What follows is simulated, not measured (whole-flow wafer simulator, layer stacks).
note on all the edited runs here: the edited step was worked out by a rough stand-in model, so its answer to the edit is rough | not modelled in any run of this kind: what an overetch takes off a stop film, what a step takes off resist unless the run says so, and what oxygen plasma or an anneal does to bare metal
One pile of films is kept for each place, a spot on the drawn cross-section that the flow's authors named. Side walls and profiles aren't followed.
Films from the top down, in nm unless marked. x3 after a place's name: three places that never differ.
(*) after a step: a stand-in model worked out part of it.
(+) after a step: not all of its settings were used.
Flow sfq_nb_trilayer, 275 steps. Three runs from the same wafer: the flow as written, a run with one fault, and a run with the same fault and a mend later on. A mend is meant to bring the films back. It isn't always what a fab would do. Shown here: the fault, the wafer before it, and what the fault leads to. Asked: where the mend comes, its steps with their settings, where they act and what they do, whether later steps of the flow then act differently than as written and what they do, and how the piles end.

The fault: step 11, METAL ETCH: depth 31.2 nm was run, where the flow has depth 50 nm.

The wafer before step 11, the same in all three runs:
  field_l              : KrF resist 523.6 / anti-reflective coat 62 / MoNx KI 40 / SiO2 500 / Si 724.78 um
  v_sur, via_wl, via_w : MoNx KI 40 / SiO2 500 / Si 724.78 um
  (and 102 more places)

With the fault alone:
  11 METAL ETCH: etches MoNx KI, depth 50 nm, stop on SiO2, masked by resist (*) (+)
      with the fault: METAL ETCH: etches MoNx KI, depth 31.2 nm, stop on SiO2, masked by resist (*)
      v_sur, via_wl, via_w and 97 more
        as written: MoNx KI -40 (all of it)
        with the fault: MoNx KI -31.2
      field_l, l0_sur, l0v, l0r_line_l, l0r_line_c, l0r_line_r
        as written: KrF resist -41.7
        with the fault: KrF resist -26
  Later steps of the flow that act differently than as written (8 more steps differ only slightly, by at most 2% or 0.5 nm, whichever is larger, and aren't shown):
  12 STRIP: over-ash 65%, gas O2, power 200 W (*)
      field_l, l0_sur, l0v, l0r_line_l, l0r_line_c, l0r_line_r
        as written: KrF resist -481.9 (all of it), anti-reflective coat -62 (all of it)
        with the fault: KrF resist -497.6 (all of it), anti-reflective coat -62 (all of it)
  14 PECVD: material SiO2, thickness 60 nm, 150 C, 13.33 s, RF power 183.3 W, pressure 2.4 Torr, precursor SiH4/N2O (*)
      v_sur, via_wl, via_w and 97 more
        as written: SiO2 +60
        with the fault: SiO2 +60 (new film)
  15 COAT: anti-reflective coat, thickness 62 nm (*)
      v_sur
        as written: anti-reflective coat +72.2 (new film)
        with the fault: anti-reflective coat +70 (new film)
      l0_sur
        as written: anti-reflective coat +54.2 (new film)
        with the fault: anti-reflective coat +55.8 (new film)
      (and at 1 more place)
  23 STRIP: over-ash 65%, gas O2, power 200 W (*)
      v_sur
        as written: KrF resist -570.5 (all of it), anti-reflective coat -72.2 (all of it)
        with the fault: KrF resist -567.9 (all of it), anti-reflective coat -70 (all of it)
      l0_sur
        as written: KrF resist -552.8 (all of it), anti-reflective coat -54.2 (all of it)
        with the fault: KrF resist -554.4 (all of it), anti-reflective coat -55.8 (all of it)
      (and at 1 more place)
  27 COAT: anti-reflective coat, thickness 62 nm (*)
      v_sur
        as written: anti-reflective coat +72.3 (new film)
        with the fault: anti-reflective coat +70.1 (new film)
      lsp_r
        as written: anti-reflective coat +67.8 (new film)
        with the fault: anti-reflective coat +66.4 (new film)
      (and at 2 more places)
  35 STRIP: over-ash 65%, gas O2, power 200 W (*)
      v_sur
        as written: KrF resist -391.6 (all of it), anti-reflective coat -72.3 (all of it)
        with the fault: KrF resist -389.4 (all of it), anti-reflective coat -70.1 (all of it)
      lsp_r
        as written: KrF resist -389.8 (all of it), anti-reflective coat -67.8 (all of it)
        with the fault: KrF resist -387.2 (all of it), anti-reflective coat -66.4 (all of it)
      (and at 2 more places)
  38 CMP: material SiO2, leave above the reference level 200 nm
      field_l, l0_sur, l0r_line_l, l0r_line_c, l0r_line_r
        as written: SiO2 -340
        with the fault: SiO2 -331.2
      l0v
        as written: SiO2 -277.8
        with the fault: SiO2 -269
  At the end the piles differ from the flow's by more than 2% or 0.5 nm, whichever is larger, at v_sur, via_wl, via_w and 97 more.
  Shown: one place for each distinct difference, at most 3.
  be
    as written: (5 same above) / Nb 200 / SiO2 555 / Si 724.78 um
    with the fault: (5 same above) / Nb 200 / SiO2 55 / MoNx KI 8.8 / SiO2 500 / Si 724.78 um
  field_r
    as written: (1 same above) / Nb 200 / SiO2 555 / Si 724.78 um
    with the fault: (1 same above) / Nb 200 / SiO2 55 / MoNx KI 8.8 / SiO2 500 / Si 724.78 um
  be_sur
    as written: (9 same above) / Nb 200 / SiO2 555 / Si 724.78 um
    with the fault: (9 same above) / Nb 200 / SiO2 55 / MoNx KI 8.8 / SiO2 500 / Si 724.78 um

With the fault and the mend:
  The mend comes after step 11.
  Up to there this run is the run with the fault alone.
  11a METAL ETCH: etches MoNx KI, depth 18.8 nm, stop on SiO2, masked by resist (+) (the flow's step 11 once more, with other settings)
      v_sur, via_wl, via_w and 97 more
        MoNx KI -8.8 (all of it)
      field_l, l0_sur, l0v, l0r_line_l, l0r_line_c, l0r_line_r
        KrF resist -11
  No later step of the flow acts differently than as written, at any place that is followed, by more than 2% or 0.5 nm, whichever is larger.
  At the end the piles are the same as the flow's at every place that both follow.
